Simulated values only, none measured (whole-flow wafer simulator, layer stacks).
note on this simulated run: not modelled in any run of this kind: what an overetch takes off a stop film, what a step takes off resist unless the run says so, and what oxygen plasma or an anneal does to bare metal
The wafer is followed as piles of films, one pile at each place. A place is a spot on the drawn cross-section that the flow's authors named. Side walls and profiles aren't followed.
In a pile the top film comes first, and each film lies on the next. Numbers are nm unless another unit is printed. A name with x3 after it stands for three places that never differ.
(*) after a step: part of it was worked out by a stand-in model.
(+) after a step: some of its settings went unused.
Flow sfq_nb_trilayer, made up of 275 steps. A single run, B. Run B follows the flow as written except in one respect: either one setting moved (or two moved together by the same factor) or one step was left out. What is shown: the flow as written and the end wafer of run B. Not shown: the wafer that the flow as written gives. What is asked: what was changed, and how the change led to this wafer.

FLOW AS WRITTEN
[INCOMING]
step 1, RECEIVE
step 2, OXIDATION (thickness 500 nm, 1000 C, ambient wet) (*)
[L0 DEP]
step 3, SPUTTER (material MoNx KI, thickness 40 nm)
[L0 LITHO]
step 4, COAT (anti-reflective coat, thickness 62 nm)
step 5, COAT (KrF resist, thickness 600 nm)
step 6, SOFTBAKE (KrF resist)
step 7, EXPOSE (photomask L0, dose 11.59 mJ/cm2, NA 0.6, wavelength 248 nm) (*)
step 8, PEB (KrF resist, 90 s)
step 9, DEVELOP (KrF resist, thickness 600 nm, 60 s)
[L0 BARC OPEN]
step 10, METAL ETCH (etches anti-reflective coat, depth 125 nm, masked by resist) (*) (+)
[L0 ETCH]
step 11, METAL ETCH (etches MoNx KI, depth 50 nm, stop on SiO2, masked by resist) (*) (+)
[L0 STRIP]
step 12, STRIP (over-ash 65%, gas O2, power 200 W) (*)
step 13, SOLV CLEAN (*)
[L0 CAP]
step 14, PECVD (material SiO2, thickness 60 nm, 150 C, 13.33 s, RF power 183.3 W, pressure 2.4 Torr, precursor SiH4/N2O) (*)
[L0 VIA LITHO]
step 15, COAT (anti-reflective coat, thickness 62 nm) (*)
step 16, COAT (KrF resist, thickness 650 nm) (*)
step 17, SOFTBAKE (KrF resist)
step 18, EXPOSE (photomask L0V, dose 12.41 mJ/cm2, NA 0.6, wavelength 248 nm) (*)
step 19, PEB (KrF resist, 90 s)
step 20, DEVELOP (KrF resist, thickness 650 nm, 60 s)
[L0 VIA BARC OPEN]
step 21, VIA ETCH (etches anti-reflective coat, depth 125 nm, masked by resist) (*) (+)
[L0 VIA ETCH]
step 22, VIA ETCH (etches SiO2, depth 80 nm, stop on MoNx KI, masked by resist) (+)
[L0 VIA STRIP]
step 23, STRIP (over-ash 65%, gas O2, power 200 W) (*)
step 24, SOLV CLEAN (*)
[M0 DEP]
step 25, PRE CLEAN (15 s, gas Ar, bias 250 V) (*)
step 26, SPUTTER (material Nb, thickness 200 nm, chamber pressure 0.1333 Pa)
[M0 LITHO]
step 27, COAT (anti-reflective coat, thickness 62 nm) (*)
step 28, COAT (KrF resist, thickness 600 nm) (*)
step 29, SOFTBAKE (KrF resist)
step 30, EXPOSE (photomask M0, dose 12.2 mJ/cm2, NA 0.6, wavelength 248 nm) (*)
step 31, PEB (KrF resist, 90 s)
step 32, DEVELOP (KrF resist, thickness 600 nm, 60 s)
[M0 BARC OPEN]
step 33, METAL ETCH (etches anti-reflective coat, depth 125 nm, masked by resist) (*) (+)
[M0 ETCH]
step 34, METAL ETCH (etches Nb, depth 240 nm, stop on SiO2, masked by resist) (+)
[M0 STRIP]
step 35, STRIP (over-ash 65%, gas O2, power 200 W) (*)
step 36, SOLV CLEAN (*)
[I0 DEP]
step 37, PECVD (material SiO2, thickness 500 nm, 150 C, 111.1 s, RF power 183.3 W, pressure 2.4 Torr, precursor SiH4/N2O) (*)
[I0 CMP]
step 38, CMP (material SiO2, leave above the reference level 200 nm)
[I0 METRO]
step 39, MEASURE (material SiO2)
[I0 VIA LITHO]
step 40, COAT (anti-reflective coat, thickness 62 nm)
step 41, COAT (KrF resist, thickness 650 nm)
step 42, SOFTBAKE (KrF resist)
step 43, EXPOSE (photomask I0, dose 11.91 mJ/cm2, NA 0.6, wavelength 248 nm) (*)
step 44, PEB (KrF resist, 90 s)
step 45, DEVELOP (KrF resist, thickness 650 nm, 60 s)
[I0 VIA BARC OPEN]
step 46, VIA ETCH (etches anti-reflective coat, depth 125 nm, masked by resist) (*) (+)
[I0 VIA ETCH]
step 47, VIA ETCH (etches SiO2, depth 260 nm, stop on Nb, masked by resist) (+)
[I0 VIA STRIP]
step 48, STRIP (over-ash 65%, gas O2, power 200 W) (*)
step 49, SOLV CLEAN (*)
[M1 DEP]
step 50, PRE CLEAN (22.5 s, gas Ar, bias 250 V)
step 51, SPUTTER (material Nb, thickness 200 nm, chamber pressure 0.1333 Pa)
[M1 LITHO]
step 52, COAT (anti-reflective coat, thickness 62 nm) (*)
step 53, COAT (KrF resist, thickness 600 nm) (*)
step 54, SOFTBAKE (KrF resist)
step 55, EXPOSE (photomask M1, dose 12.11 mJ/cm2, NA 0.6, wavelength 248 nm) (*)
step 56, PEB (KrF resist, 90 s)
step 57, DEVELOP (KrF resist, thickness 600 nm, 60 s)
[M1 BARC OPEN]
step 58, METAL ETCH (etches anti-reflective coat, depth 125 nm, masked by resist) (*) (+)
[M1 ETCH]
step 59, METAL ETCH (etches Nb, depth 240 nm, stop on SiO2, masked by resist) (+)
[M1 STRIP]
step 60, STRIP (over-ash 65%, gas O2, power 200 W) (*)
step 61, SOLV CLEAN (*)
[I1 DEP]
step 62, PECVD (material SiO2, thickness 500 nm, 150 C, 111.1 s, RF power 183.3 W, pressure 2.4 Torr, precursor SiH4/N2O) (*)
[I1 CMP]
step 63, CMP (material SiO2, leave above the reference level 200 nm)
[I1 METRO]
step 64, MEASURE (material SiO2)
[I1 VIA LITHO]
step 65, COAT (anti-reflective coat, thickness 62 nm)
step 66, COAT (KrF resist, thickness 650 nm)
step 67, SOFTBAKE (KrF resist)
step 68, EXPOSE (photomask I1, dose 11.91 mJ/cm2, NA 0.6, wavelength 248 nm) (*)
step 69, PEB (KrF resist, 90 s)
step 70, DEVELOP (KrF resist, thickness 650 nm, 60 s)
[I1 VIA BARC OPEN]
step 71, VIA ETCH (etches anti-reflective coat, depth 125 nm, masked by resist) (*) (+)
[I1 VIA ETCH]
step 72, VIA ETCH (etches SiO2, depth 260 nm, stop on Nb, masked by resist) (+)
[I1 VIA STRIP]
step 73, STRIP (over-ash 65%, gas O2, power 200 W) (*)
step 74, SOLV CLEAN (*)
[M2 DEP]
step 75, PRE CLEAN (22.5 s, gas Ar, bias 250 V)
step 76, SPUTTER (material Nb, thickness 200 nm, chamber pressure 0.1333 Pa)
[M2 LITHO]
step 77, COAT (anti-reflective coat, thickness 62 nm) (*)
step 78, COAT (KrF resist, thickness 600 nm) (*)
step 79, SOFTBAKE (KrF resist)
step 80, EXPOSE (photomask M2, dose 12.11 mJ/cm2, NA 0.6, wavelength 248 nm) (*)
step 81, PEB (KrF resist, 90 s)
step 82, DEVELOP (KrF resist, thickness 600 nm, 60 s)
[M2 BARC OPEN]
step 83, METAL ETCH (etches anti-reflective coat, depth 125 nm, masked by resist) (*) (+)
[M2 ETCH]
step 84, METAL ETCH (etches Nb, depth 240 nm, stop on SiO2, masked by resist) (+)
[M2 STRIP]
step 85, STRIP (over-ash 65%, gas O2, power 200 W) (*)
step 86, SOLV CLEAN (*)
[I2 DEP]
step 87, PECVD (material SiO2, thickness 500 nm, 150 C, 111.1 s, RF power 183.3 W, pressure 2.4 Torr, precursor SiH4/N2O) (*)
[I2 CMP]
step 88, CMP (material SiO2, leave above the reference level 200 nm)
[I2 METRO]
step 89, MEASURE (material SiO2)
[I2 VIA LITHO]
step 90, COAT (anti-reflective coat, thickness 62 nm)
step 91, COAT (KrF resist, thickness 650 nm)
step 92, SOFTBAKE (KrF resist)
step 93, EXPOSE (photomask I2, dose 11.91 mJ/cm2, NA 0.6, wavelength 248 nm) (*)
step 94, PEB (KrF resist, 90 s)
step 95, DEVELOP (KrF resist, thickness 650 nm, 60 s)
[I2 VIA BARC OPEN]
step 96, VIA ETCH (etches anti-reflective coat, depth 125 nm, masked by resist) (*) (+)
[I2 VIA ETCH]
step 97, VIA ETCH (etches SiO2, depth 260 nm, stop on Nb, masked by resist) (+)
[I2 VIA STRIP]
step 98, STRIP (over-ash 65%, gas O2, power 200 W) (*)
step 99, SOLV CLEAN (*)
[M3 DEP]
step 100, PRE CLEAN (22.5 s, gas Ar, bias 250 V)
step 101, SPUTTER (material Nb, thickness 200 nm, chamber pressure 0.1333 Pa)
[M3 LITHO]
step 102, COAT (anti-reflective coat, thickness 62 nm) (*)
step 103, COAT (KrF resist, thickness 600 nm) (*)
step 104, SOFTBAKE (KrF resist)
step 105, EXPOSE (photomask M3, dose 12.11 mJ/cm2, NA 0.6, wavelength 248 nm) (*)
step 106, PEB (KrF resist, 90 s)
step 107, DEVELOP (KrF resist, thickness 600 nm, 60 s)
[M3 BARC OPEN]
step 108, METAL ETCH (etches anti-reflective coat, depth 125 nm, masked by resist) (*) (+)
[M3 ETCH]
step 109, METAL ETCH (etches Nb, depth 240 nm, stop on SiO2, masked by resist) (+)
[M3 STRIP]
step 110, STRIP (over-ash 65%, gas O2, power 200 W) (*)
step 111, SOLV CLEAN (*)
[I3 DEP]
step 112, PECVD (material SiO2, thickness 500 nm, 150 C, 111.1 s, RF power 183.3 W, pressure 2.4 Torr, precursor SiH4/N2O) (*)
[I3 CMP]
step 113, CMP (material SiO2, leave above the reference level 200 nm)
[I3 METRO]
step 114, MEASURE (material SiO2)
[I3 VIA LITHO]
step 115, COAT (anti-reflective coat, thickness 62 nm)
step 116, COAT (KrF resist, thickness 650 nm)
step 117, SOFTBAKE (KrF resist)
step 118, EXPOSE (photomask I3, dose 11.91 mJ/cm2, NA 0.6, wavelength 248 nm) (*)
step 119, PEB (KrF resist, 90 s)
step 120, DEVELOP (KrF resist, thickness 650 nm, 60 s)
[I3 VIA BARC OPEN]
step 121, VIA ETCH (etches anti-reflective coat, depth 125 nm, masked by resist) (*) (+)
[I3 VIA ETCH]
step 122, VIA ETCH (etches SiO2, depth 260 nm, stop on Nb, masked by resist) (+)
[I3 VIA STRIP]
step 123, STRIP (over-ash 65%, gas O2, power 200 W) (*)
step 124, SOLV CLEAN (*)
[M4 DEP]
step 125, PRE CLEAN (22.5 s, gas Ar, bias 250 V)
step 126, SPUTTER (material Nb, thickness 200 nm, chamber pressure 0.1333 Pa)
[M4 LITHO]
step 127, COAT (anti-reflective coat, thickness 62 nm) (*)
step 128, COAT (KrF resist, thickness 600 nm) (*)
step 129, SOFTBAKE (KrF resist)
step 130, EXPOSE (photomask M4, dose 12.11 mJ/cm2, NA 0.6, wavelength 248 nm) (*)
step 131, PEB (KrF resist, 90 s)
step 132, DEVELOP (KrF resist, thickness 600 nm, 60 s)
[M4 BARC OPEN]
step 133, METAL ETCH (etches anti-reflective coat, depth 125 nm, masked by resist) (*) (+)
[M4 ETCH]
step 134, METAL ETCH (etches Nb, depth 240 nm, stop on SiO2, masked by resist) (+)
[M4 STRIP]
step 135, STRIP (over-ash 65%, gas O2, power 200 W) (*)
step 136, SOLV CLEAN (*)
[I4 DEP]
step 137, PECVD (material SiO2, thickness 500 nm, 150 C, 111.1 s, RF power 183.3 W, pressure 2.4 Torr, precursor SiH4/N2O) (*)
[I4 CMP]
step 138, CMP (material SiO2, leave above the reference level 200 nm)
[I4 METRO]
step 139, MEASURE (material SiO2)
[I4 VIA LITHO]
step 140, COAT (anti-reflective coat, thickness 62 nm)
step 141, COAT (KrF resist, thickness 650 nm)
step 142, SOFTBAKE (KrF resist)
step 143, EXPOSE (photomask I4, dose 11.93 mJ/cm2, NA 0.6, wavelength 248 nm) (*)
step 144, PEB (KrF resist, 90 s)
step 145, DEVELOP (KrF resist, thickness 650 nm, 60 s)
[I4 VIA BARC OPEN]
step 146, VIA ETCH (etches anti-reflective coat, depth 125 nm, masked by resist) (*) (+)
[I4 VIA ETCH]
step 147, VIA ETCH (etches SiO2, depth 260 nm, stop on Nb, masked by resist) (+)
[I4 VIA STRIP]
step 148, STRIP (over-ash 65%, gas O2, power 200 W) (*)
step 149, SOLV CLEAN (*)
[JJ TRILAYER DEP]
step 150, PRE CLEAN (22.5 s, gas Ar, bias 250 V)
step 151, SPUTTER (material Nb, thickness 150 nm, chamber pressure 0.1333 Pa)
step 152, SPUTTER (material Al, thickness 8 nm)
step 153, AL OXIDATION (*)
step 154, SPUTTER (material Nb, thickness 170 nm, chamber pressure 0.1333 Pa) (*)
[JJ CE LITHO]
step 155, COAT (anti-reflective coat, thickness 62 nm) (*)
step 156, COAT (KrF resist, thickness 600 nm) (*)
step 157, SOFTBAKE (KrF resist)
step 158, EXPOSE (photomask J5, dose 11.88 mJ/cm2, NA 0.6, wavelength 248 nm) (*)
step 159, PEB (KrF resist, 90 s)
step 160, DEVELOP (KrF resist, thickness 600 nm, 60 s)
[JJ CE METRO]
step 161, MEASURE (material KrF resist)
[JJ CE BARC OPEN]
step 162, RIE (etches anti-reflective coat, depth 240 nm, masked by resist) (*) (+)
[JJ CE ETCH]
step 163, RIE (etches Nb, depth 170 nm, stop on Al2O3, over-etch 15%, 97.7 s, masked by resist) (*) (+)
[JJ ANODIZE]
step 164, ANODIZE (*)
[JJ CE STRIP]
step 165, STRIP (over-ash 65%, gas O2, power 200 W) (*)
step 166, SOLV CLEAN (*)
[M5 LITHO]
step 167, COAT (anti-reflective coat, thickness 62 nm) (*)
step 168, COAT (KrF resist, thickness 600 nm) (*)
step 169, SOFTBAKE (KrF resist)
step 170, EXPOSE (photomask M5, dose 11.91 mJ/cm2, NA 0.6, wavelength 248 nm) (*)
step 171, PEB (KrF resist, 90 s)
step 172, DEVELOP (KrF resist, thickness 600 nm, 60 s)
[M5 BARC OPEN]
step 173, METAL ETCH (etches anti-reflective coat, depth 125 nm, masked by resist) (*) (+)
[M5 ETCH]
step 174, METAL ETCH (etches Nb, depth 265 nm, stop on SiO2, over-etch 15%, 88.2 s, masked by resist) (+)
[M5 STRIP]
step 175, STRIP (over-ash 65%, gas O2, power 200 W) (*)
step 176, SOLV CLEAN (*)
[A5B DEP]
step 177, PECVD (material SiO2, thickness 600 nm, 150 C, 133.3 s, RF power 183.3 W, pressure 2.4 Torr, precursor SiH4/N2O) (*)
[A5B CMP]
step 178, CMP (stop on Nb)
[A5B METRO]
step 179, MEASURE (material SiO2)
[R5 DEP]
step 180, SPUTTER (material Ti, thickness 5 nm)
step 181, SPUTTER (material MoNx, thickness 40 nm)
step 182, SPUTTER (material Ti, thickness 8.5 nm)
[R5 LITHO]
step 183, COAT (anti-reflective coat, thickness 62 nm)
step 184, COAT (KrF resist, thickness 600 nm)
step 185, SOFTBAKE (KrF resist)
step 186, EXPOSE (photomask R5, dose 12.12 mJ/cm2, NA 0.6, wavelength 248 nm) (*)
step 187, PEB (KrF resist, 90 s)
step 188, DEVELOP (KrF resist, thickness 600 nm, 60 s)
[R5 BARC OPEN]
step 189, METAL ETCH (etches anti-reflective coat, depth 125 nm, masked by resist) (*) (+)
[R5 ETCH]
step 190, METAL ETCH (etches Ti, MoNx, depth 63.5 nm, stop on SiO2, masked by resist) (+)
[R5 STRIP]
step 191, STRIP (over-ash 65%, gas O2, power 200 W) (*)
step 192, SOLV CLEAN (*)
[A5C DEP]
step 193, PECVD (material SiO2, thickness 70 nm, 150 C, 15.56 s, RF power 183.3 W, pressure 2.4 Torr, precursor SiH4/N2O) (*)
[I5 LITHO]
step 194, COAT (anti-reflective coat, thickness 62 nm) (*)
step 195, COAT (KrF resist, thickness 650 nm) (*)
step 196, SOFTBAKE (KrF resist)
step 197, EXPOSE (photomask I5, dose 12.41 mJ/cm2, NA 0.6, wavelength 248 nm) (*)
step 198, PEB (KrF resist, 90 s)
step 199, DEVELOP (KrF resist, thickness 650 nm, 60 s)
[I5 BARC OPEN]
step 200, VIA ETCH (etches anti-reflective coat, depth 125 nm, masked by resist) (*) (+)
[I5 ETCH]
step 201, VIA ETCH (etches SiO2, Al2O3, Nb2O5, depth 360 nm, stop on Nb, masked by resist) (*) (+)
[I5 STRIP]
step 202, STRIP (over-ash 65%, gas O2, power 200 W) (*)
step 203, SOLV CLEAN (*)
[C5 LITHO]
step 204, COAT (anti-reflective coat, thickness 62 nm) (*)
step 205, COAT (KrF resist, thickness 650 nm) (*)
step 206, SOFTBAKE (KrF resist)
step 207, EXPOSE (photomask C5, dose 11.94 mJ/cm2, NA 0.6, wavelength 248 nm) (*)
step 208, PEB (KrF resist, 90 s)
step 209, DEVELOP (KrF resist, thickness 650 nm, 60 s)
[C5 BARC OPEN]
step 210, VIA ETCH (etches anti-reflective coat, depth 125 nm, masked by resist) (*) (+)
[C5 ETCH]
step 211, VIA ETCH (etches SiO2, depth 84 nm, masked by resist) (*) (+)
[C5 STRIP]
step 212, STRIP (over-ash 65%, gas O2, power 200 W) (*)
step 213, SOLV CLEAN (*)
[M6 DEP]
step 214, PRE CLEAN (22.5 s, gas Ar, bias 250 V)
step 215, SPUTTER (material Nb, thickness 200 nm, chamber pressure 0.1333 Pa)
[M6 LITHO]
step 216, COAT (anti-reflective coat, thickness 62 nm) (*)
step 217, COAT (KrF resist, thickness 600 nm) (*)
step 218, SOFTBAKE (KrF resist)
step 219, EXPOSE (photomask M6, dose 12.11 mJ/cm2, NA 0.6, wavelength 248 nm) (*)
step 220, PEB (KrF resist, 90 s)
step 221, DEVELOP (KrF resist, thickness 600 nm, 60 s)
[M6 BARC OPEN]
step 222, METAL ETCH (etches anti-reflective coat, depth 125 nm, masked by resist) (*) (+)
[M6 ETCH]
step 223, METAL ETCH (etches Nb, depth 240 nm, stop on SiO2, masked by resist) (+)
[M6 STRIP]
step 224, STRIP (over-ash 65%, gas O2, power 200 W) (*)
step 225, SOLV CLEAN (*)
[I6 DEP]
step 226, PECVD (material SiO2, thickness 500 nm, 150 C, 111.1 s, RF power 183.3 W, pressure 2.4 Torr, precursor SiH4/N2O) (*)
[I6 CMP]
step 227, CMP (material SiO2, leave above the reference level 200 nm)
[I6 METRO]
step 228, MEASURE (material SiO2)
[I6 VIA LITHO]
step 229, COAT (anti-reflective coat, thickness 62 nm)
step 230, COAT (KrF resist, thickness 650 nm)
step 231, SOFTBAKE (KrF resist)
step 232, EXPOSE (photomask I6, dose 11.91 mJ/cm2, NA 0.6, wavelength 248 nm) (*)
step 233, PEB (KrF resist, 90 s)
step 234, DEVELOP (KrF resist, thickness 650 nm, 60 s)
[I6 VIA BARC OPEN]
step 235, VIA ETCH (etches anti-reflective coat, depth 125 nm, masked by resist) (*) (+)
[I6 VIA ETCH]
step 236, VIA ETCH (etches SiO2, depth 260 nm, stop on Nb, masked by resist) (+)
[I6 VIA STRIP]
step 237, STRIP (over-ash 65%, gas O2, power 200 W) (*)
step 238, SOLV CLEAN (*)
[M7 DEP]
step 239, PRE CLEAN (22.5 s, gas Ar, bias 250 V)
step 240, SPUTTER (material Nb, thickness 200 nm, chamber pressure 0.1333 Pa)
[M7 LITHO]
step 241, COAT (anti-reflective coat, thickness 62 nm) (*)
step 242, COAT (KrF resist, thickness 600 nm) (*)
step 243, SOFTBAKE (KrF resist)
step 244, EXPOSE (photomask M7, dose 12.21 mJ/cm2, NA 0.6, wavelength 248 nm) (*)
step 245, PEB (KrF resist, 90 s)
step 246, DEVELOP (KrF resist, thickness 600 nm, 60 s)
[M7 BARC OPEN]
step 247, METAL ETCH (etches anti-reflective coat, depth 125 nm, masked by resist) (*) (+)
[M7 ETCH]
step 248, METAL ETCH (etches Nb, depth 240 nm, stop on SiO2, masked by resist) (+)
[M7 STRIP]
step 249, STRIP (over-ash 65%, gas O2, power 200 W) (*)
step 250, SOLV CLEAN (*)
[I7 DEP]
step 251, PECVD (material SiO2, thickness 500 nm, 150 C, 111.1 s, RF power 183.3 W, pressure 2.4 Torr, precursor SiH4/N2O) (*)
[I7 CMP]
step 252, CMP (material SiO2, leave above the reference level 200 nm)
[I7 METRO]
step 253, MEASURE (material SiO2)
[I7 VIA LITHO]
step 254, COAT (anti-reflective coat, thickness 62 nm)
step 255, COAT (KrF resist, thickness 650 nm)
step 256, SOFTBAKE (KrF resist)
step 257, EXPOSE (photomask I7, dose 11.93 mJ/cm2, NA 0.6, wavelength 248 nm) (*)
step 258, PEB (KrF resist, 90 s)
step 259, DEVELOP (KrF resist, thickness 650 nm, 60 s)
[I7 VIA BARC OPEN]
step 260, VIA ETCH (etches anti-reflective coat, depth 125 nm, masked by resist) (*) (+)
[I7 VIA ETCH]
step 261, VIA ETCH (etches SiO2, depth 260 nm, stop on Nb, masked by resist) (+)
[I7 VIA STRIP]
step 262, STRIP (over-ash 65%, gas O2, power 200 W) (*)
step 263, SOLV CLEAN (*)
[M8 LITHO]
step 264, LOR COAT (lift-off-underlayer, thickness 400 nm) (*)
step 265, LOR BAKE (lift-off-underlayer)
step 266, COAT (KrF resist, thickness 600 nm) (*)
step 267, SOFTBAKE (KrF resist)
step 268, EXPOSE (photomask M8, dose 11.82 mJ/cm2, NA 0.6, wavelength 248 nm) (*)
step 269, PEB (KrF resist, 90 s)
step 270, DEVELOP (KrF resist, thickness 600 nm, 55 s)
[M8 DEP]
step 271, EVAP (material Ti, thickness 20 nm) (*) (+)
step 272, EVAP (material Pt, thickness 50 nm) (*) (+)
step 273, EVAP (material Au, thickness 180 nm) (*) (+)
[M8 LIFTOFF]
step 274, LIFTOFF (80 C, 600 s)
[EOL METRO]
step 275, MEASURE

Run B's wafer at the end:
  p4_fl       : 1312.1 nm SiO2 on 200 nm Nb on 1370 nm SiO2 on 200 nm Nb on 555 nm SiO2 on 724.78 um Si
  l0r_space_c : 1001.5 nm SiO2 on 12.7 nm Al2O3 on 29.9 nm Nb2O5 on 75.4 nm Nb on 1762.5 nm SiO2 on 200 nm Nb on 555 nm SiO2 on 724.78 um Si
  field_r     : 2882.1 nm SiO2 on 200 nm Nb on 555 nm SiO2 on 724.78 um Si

What caused this: step 151, SPUTTER: thickness 86.2 nm was run, though the flow has thickness 150 nm.

How this came from the change, step by step:
  step 151, SPUTTER (material Nb, thickness 150 nm, chamber pressure 0.1333 Pa)
      field_l, v_sur, via_sp and 100 more: +86.2 Nb (new film) (as written it would have been: +150 Nb (new film))
      via_wl, via_wr: +61.6 Nb (as written it would have been: +130.4 Nb)
      (as well as at 1 more place)
  step 154, SPUTTER (material Nb, thickness 170 nm, chamber pressure 0.1333 Pa) (*)
      via_w: +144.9 Nb (new film) (as written it would have been: +141 Nb (new film))
  step 155, COAT (anti-reflective coat, thickness 62 nm) (*)
      via_wl, via_wr: +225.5 anti-reflective coat (new film) (as written it would have been: +209.4 anti-reflective coat (new film))
  step 162, RIE (etches anti-reflective coat, depth 240 nm, masked by resist) (*) (+)
      ce_l, c5j, ce_r, wl_jj: -225.5 KrF resist (as written it would have been: -209.4 KrF resist)
      via_wl, via_wr: -225.5 anti-reflective coat (all of it) (as written it would have been: -209.4 anti-reflective coat (all of it))
  step 163, RIE (etches Nb, depth 170 nm, stop on Al2O3, over-etch 15%, 97.7 s, masked by resist) (*) (+)
      via_w: -144.9 Nb (all of it), -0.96 Al2O3 (all of it) (as written it would have been: -141 Nb (all of it), -0.96 Al2O3 (all of it))
  step 164, ANODIZE (*)
      via_wl, via_wr: +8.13 Al2O3 (new film), +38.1 Nb2O5 (new film), -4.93 Al (all of it), -13.7 Nb (as written it would have been: +7.52 Al2O3 (new film), +39.2 Nb2O5 (new film), -4.56 Al (all of it), -14.1 Nb)
  step 165, STRIP (over-ash 65%, gas O2, power 200 W) (*)
      c5j, ce_r: -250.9 KrF resist (all of it), -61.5 anti-reflective coat (all of it) (as written it would have been: -266.9 KrF resist (all of it), -61.5 anti-reflective coat (all of it))
      ce_l: -250.8 KrF resist (all of it), -61.5 anti-reflective coat (all of it) (as written it would have been: -266.8 KrF resist (all of it), -61.4 anti-reflective coat (all of it))
      (as well as at 1 more place)
  step 167, COAT (anti-reflective coat, thickness 62 nm) (*)
      via_wl: +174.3 anti-reflective coat (new film) (as written it would have been: +170.5 anti-reflective coat (new film))
      via_w: +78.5 anti-reflective coat (new film) (as written it would have been: +84.1 anti-reflective coat (new film))
      (as well as at 2 more places)
  step 174, METAL ETCH (etches Nb, depth 265 nm, stop on SiO2, over-etch 15%, 88.2 s, masked by resist) (+)
      field_l, r_sur, res and 50 more: -12.6 Al2O3 (all of it), -29.9 Nb2O5 (all of it), -75.4 Nb (all of it), -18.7 SiO2 (as written it would have been: -12.6 Al2O3 (all of it), -29.9 Nb2O5 (all of it), -139.2 Nb (all of it), -12.3 SiO2)
  step 175, STRIP (over-ash 65%, gas O2, power 200 W) (*)
      via_wl: -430 KrF resist (all of it), -174.3 anti-reflective coat (all of it) (as written it would have been: -427 KrF resist (all of it), -170.5 anti-reflective coat (all of it))
      via_w: -497.1 KrF resist (all of it), -78.5 anti-reflective coat (all of it) (as written it would have been: -503.5 KrF resist (all of it), -84.1 anti-reflective coat (all of it))
      (as well as at 2 more places)
  step 177, PECVD (material SiO2, thickness 600 nm, 150 C, 133.3 s, RF power 183.3 W, pressure 2.4 Torr, precursor SiH4/N2O) (*)
      via_wl, via_wr: +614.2 SiO2 (new film) (as written it would have been: +600 SiO2 (new film))
  step 178, CMP (stop on Nb)
      field_l, p4_fl, p4_fm and 39 more: -316.7 SiO2 (as written it would have been: -259.3 SiO2)
      r_sur, res, r_end, moat, field_r, lsp_l: -316.7 SiO2 (as written it would have been: -252.3 SiO2)
      (as well as at 8 more places)
